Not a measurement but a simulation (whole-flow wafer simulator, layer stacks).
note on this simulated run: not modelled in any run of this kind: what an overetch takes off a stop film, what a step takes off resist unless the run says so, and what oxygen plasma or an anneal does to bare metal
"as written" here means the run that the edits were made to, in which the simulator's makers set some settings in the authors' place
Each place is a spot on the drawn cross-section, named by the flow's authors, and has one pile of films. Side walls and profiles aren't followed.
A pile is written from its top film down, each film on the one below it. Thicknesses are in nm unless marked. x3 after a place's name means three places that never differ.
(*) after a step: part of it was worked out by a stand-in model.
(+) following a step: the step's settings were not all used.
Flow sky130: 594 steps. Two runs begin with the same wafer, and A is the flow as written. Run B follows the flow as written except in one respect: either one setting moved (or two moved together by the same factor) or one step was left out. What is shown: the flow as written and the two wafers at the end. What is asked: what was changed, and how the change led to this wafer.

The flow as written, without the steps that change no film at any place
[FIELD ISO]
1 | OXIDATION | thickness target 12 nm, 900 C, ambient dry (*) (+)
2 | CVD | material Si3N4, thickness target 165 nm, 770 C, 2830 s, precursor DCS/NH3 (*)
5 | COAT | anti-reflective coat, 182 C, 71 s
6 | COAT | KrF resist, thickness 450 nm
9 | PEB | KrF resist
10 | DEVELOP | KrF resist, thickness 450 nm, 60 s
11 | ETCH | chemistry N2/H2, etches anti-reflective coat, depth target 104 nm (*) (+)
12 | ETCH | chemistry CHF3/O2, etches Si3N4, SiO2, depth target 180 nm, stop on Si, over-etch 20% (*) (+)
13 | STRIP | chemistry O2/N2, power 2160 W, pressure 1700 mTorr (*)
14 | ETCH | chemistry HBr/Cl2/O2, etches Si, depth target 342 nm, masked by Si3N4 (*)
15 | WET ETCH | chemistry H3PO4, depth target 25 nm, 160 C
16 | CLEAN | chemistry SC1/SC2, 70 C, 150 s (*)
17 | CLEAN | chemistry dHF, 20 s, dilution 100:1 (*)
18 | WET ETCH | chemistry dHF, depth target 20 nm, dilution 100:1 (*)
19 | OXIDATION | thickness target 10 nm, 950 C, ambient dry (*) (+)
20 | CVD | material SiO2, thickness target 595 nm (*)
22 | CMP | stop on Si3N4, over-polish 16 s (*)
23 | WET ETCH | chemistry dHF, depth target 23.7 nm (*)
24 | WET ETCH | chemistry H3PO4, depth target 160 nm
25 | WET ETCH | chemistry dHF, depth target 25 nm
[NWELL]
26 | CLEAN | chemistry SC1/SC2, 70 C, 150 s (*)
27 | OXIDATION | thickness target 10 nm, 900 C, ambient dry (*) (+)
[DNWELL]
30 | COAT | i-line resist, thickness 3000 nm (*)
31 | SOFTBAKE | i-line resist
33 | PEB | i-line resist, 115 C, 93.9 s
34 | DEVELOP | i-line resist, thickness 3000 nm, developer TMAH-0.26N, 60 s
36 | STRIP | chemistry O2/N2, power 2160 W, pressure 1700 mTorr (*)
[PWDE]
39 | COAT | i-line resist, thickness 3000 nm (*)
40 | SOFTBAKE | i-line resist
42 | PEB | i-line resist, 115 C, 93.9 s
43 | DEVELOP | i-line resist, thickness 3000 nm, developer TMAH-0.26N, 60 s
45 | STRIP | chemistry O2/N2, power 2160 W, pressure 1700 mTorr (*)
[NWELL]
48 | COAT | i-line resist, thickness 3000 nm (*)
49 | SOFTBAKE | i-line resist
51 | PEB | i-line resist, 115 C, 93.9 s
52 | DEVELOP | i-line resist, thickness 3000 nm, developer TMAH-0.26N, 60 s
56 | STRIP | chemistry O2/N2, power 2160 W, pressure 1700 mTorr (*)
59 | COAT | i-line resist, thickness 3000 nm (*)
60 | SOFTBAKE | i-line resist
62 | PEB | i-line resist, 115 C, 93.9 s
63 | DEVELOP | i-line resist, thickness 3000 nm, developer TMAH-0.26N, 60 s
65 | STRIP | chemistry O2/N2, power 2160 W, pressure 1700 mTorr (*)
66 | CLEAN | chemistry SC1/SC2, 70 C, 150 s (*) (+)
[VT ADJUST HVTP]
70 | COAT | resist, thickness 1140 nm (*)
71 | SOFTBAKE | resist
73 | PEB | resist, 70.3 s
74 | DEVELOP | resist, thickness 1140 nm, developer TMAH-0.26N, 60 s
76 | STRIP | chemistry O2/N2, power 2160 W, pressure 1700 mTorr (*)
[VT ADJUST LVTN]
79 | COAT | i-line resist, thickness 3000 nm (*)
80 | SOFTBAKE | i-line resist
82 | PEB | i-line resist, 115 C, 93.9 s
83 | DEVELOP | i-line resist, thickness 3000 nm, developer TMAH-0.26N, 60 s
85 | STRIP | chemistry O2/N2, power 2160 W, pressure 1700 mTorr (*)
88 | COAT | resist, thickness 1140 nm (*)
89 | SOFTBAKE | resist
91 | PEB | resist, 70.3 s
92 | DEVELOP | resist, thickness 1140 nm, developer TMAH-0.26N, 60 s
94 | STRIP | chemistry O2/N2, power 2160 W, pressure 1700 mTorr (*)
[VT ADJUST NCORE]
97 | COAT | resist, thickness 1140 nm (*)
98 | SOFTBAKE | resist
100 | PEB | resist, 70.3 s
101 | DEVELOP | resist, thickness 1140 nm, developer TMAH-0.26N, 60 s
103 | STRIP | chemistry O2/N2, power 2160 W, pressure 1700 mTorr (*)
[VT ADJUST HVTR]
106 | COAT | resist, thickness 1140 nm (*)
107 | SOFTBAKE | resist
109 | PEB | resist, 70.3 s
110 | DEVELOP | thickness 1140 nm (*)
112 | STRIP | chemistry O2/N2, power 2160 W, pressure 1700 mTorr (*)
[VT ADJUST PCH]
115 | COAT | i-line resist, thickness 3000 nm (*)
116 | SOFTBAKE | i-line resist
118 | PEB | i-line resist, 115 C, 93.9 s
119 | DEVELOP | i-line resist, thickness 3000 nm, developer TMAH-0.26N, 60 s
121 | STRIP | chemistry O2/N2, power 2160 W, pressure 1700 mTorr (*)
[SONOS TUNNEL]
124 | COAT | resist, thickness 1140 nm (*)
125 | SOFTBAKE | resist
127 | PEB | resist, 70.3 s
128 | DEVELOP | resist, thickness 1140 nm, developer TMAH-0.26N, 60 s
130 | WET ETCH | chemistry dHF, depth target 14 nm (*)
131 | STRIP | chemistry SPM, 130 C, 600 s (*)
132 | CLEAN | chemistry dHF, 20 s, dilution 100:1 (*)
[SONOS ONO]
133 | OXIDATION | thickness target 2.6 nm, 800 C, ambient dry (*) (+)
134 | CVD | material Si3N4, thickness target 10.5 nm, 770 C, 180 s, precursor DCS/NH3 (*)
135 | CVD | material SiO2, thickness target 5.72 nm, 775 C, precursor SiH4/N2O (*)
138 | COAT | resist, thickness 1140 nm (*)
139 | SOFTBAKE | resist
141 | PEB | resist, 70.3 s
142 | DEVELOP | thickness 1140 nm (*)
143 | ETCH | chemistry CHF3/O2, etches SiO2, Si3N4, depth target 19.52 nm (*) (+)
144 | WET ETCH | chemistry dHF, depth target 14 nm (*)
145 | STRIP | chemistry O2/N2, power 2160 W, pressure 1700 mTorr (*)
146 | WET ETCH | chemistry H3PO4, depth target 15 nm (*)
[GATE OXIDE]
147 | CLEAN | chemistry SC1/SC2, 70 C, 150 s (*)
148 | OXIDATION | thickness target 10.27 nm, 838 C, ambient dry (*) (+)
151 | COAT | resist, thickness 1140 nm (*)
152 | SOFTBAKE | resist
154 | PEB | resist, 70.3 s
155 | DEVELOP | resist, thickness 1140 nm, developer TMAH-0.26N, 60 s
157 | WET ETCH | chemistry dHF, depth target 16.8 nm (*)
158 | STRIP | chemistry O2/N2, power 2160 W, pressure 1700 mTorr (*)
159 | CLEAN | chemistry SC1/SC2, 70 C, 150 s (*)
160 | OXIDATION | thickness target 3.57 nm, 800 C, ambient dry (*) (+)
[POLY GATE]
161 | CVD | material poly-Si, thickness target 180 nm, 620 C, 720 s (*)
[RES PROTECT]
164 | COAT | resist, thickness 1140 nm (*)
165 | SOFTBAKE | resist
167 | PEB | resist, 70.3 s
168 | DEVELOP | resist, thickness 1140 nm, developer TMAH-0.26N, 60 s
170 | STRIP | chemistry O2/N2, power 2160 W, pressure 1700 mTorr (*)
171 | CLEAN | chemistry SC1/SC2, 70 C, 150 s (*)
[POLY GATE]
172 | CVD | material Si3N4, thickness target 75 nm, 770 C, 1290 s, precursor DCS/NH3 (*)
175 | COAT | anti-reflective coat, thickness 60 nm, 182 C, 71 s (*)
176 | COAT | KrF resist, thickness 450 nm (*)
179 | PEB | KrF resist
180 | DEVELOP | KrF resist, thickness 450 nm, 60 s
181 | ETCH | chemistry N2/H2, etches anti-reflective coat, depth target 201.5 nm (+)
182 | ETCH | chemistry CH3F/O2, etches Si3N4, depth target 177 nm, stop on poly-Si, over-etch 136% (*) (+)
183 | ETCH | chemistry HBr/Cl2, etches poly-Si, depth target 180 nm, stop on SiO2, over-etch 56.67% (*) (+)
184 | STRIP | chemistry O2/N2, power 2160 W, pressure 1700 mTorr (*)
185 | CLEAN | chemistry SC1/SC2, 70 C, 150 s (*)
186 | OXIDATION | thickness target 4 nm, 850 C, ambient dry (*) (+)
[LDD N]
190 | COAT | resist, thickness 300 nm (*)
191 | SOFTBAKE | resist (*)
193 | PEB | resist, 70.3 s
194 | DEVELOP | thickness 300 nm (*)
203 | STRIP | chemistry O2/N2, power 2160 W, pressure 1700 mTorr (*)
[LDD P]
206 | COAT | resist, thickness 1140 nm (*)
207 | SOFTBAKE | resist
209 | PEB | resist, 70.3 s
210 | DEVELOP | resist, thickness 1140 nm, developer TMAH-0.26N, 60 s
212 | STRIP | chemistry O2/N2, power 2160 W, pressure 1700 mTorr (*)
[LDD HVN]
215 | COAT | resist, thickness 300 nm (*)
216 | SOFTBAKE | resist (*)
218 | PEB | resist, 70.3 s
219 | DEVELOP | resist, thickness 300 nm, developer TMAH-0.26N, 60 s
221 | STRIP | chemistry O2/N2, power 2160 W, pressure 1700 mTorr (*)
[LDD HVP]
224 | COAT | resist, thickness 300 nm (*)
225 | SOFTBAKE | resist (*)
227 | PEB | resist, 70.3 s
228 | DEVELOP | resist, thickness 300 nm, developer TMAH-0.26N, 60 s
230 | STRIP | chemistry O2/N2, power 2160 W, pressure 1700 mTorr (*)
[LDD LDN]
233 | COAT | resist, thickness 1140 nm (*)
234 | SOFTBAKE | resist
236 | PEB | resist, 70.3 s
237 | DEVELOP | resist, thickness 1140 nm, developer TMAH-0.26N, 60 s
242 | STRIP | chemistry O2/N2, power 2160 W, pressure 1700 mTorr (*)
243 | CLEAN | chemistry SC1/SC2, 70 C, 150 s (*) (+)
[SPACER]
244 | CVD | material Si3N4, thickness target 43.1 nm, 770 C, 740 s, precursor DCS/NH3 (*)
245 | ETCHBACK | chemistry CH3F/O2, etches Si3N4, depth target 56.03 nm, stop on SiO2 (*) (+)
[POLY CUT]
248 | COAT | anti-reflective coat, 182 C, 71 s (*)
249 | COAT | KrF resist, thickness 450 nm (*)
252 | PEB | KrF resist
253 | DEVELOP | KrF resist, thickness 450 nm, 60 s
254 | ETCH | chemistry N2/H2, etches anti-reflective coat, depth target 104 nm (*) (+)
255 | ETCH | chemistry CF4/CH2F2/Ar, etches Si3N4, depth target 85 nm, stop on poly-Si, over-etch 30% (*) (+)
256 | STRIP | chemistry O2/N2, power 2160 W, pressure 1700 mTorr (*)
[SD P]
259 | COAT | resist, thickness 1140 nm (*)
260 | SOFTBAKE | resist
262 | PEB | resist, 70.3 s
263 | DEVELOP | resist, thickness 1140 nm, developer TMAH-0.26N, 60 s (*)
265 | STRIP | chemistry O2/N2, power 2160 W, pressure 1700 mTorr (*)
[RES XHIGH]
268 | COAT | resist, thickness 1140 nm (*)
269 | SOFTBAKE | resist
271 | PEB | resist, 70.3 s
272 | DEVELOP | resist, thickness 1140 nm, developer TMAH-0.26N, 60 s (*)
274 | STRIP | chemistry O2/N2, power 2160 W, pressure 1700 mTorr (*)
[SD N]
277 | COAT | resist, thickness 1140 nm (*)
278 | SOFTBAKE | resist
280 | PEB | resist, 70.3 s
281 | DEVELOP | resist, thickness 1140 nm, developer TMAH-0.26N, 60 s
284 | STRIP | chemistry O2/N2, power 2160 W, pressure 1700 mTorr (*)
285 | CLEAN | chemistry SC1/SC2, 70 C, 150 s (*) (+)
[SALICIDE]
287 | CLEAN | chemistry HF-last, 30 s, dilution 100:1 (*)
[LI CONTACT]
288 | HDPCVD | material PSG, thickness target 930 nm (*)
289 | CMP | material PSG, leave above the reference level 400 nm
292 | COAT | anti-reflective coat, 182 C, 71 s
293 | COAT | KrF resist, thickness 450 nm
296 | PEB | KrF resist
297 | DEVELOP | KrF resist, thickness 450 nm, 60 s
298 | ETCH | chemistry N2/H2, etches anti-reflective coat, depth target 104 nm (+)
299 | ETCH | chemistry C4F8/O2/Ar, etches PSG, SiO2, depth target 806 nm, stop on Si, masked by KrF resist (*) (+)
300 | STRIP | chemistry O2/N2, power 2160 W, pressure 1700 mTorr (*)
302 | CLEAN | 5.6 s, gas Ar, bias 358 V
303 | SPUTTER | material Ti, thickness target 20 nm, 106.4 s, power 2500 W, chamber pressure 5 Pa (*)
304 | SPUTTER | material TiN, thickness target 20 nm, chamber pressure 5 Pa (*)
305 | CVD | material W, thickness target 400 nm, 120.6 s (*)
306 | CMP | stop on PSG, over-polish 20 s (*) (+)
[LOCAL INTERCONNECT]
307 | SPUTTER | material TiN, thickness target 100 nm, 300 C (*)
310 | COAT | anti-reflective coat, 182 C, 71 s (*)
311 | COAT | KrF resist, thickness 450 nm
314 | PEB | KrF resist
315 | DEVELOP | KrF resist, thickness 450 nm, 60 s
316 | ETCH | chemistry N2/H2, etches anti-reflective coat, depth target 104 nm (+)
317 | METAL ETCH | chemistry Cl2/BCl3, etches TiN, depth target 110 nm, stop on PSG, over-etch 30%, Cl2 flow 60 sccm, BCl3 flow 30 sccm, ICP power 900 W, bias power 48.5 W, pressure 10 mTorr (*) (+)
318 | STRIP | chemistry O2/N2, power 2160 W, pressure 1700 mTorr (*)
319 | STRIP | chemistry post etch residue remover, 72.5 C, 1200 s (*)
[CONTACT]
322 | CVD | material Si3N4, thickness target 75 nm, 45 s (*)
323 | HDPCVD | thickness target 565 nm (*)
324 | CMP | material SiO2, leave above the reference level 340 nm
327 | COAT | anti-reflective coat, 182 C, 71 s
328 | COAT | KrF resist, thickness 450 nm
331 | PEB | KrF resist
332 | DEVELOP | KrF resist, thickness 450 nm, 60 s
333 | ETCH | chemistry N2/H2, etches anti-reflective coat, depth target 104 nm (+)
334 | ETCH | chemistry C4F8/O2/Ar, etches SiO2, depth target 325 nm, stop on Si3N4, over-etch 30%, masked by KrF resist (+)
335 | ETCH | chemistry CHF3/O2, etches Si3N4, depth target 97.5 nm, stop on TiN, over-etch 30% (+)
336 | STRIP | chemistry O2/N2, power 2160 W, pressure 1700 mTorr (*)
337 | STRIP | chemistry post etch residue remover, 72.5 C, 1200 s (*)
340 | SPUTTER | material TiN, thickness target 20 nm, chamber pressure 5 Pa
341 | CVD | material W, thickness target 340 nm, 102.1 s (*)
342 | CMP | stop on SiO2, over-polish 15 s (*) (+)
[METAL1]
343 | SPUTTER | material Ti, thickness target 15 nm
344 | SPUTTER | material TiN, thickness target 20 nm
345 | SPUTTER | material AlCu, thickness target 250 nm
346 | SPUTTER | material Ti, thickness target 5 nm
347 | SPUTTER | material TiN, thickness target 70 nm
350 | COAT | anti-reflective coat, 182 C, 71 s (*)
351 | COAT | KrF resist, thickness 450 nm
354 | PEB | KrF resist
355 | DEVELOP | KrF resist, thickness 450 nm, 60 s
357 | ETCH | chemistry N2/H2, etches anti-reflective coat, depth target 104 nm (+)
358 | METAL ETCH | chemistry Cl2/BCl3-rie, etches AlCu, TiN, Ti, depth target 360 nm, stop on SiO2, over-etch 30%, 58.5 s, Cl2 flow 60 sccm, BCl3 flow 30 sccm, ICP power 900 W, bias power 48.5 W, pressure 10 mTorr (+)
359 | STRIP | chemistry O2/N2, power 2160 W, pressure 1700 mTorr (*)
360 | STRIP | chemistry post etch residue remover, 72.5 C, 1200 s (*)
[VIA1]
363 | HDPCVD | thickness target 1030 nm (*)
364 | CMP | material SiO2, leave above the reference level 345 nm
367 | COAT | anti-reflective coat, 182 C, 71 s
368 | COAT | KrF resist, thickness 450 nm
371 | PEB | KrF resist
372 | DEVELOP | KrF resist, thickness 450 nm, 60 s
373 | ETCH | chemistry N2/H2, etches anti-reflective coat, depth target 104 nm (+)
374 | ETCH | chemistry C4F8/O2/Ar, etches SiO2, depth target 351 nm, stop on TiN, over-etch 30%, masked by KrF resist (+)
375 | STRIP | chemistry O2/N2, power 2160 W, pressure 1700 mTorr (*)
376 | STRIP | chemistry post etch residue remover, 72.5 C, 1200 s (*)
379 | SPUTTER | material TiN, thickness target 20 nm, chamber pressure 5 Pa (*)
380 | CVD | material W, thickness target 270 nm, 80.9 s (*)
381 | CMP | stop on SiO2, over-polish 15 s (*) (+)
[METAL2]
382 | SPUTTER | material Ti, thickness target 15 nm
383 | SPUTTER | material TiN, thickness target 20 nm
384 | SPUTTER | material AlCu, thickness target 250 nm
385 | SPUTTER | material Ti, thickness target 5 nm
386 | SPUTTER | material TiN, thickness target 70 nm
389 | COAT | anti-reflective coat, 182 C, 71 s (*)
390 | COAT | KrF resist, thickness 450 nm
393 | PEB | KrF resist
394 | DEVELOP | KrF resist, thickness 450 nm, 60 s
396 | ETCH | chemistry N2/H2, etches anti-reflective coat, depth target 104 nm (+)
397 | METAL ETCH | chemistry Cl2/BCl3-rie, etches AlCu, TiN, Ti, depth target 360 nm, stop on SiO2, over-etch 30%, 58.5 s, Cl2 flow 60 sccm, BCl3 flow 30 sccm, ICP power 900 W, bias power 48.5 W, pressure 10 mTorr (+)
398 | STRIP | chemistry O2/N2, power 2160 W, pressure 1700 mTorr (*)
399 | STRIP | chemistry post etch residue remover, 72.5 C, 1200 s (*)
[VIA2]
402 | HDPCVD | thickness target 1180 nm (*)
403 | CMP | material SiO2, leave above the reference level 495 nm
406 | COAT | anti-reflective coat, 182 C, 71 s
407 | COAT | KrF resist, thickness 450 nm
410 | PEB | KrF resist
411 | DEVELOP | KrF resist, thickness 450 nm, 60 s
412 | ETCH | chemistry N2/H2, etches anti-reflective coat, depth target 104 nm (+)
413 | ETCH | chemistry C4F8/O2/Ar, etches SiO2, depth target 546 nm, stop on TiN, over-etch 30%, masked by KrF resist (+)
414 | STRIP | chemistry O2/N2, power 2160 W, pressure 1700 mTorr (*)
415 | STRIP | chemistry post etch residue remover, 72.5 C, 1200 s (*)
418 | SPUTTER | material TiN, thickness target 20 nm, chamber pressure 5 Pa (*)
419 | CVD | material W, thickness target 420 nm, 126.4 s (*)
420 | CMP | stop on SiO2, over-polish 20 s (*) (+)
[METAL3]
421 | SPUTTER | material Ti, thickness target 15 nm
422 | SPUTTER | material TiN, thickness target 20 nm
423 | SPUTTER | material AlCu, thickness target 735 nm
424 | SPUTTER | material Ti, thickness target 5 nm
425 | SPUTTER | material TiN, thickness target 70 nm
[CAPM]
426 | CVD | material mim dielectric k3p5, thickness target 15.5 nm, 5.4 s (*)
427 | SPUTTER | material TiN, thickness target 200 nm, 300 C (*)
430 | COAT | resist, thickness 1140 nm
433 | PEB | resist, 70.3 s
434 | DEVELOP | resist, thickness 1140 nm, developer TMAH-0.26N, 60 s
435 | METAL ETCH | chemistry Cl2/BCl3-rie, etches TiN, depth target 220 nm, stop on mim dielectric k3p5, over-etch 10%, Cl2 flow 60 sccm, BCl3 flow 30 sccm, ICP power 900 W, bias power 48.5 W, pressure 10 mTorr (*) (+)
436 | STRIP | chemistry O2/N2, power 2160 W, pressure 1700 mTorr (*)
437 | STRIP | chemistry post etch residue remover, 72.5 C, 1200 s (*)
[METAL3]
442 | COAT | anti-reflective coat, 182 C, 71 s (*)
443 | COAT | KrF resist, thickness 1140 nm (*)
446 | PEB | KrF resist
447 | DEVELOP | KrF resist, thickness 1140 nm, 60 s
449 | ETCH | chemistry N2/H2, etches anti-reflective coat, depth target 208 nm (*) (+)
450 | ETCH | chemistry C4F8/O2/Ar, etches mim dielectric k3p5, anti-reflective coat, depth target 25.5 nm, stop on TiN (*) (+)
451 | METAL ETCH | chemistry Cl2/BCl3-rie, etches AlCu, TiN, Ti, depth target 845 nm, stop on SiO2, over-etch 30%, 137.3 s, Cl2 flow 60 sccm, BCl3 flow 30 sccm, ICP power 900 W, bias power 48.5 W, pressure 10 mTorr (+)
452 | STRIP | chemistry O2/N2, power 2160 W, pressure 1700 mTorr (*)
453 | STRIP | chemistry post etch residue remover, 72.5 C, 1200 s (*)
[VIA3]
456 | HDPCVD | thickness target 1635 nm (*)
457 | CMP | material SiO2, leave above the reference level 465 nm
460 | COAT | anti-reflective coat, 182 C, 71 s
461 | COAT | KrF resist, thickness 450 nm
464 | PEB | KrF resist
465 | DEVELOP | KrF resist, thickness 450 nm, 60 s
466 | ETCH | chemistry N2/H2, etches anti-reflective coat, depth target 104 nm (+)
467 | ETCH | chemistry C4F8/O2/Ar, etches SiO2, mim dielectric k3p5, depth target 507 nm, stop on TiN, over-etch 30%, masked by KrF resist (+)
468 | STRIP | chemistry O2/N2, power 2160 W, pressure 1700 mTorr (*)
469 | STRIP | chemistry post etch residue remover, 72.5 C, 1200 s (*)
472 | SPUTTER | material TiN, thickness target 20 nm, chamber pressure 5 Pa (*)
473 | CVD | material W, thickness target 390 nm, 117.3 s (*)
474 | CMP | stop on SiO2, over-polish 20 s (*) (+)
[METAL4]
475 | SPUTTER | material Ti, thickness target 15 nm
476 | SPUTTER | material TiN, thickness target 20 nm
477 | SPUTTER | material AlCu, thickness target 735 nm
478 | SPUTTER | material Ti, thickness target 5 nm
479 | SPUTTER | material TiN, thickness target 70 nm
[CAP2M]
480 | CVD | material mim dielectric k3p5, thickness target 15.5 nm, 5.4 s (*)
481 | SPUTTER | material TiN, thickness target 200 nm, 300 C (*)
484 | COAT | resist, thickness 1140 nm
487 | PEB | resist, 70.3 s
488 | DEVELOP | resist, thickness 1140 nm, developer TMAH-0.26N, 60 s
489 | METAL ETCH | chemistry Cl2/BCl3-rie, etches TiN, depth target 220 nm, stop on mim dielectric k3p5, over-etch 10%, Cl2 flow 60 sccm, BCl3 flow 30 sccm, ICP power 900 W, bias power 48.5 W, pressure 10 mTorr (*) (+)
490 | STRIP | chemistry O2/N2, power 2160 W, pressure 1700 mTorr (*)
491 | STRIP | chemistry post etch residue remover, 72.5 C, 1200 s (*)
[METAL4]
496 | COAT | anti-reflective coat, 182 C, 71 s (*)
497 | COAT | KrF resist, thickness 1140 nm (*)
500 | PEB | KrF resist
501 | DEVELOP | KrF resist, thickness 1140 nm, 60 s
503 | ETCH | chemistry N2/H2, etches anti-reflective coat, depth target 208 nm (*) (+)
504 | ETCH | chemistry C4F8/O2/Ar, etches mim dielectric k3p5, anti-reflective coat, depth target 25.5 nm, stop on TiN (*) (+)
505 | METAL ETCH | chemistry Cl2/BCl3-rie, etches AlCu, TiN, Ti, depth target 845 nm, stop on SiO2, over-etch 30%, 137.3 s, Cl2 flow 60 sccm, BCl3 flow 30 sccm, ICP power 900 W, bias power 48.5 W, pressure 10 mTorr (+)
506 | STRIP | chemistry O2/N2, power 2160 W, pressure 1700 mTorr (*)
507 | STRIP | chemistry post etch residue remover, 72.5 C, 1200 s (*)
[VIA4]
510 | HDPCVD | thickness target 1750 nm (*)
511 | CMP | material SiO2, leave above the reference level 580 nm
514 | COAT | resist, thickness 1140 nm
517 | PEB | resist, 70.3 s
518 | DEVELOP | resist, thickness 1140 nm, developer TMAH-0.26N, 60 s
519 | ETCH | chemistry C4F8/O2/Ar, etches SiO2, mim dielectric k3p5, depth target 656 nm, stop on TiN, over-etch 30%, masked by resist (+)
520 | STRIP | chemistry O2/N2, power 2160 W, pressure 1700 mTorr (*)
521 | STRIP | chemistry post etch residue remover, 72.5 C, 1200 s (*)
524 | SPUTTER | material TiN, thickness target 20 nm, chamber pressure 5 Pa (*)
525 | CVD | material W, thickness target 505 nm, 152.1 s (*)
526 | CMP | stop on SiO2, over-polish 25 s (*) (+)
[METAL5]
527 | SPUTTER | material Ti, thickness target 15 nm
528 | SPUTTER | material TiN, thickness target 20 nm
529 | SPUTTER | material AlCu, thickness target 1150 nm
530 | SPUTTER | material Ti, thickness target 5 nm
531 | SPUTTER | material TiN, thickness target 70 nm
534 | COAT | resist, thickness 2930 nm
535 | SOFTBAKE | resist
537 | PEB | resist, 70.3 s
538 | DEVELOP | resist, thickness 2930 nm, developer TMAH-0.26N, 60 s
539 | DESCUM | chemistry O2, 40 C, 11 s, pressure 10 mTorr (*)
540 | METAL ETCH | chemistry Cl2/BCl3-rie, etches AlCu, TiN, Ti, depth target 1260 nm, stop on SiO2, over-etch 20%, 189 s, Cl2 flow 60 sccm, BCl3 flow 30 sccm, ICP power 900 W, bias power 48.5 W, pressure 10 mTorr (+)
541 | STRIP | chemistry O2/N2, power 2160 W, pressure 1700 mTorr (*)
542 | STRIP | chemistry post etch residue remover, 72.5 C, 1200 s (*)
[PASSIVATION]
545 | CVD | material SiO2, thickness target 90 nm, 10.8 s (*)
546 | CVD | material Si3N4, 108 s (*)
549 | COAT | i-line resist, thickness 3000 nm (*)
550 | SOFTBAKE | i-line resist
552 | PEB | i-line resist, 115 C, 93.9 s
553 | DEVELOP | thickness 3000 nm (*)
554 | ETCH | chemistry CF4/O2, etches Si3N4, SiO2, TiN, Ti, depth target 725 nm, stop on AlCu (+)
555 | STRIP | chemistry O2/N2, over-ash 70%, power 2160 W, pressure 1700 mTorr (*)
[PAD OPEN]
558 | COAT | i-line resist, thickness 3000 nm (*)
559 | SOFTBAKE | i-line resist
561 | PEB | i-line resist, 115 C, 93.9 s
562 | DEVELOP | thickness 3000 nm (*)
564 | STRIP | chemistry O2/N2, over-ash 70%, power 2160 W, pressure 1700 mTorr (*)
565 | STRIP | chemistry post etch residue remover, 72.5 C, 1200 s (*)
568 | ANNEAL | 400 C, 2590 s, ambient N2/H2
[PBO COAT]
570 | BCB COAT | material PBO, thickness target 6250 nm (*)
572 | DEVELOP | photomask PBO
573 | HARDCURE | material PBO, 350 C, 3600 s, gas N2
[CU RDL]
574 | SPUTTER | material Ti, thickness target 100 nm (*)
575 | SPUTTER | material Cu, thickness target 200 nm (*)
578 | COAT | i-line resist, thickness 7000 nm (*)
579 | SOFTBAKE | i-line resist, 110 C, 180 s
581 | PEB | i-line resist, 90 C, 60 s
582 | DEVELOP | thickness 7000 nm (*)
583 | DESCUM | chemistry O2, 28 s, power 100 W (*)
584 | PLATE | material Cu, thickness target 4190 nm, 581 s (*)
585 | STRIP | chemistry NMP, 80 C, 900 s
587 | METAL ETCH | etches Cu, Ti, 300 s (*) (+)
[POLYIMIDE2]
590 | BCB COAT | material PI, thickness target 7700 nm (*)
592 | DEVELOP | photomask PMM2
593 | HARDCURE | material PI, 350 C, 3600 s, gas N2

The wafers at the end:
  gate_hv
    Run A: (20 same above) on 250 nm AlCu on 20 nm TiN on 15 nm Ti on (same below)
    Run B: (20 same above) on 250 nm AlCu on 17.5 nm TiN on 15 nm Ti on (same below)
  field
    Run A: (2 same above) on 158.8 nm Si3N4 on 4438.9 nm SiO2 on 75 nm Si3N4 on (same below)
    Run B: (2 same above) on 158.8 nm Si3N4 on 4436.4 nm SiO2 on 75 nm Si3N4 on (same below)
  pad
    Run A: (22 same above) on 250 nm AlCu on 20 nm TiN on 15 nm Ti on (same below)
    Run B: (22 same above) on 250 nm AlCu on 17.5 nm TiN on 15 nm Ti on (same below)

What caused this: step 383, SPUTTER: thickness target 17.5 nm was run, whereas the flow has thickness target 20 nm.
The wafer itself shows it: gate_hv has TiN 17.5, and step 383 as written asks for 20 nm.

Step by step, how the change led to this:
  383 | SPUTTER | material TiN, thickness target 20 nm
      field, active, n_well and 188 more: A +20 TiN (new film) | B +17.5 TiN (new film)
  397 | METAL ETCH | chemistry Cl2/BCl3-rie, etches AlCu, TiN, Ti, depth target 360 nm, stop on SiO2, over-etch 30%, 58.5 s, Cl2 flow 60 sccm, BCl3 flow 30 sccm, ICP power 900 W, bias power 48.5 W, pressure 10 mTorr (+)
      field, active, gate and 82 more: A -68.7 TiN (all of it), -5 Ti (all of it), -250 AlCu (all of it), -20 TiN (all of it), -15 Ti (all of it), -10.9 SiO2 | B -68.7 TiN (all of it), -5 Ti (all of it), -250 AlCu (all of it), -17.5 TiN (all of it), -15 Ti (all of it), -11.2 SiO2
